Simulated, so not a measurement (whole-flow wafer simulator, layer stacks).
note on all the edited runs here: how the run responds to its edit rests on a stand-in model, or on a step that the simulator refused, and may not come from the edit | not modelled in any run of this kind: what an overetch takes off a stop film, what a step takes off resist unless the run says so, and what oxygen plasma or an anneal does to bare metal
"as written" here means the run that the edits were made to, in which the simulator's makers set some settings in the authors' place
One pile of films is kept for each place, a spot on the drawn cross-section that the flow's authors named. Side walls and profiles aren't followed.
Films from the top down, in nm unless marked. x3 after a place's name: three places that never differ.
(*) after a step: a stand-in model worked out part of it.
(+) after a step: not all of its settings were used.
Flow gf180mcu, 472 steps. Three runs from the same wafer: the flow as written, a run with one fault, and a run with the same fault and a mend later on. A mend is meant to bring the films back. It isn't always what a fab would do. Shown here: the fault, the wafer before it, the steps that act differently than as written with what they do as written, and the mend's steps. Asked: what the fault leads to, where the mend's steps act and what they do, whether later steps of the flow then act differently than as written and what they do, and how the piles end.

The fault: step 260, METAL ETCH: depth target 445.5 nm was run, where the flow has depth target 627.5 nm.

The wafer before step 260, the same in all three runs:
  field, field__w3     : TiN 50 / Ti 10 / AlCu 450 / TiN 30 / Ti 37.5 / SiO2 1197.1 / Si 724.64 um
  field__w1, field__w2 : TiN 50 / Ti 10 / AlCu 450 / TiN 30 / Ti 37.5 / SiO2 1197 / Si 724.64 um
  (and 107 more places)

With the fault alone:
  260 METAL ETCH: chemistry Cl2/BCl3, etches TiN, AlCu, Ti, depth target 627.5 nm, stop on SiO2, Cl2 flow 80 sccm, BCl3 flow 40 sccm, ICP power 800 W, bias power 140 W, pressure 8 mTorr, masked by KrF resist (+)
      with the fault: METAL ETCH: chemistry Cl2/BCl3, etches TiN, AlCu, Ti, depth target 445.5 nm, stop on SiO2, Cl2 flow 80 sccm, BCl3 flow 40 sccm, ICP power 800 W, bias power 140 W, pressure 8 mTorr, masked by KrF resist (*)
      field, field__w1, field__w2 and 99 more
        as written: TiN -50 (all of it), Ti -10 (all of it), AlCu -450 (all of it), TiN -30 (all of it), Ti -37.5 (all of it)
        with the fault: TiN -50 (all of it), Ti -10 (all of it), AlCu -385.5
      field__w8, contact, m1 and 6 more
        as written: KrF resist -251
        with the fault: KrF resist -178.2
  Later steps of the flow that act differently than as written:
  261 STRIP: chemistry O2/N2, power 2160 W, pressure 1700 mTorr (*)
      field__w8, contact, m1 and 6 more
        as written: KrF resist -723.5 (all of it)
        with the fault: KrF resist -796.3 (all of it)
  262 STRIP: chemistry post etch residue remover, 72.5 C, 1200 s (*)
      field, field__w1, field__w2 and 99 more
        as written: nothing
        with the fault: AlCu -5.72
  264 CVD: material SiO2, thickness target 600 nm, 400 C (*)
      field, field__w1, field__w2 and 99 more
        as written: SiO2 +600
        with the fault: SiO2 +600 (new film)
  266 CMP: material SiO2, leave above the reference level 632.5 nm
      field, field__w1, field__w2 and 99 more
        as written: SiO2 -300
        with the fault: SiO2 -426.3
  At the end the piles differ from the flow's by more than 2% or 0.5 nm, whichever is larger, at field, field__w1, field__w2 and 100 more.
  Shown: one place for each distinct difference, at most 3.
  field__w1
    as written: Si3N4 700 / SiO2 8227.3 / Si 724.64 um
    with the fault: Si3N4 700 / SiO2 6904 / AlCu 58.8 / TiN 30 / Ti 37.5 / SiO2 1197 / Si 724.64 um
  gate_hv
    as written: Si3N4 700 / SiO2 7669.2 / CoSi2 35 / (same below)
    with the fault: Si3N4 700 / SiO2 6904 / AlCu 58.8 / TiN 30 / Ti 37.5 / SiO2 638.9 / CoSi2 35 / (same below)
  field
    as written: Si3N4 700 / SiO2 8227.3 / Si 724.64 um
    with the fault: Si3N4 700 / SiO2 6904 / AlCu 58.8 / TiN 30 / Ti 37.5 / SiO2 1197.1 / Si 724.64 um

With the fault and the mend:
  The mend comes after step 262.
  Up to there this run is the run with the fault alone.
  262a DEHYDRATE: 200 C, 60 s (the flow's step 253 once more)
      changes no film at any place that is followed
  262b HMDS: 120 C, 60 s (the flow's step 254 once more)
      changes no film at any place that is followed
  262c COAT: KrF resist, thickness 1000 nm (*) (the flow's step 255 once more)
      iso_ptap_pw, iso_ntap_nw, iso_nw_fld and 33 more
        KrF resist +1000 (new film)
      field__w6, field_sub, field_sub__w1 and 18 more
        KrF resist +1002.6 (new film)
      field__w11, field__w13, p_well and 7 more
        KrF resist +1003 (new film)
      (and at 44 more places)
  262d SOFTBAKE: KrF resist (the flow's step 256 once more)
      changes no film at any place that is followed
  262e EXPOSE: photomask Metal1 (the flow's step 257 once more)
      changes no film at any place that is followed
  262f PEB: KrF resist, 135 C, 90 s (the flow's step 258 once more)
      field__w1, field__w2, field__w3 and 56 more
        KrF resist -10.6
      iso_ptap_pw, iso_ntap_nw, iso_nw_fld and 33 more
        KrF resist -10.5
      gate_hv, sd_p, nw_sep_fld
        KrF resist -10.7
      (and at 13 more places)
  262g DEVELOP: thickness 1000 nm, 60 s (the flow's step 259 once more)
      iso_ptap_pw, iso_ntap_nw, iso_nw_fld and 33 more
        KrF resist -989.5 (all of it)
      field_sub, field_sub__w1, field_sub__w2 and 14 more
        KrF resist -992.1 (all of it)
      field__w6, active_nat, gate_nat and 6 more
        KrF resist -992 (all of it)
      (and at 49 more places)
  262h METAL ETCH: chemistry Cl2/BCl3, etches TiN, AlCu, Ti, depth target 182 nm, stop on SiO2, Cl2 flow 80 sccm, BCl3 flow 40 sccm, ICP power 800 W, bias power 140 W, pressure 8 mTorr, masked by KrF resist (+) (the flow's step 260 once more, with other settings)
      field, field__w1, field__w2 and 99 more
        AlCu -58.8 (all of it), TiN -30 (all of it), Ti -37.5 (all of it)
      field__w8, contact, m1 and 6 more
        KrF resist -72.8
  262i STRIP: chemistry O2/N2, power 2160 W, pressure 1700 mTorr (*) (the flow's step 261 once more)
      field__w8
        KrF resist -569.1 (all of it)
      contact
        KrF resist -567.2 (all of it)
      m1
        KrF resist -569.9 (all of it)
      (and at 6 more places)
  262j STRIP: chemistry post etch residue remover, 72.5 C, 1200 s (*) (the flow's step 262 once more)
      field__w8, contact, m1 and 6 more
        TiN -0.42
  No later step of the flow acts differently than as written, at any place that is followed, by more than 2% or 0.5 nm, whichever is larger.
  At the end the piles differ from the flow's only slightly at the places that both follow, by at most 2% or 0.5 nm, whichever is larger.
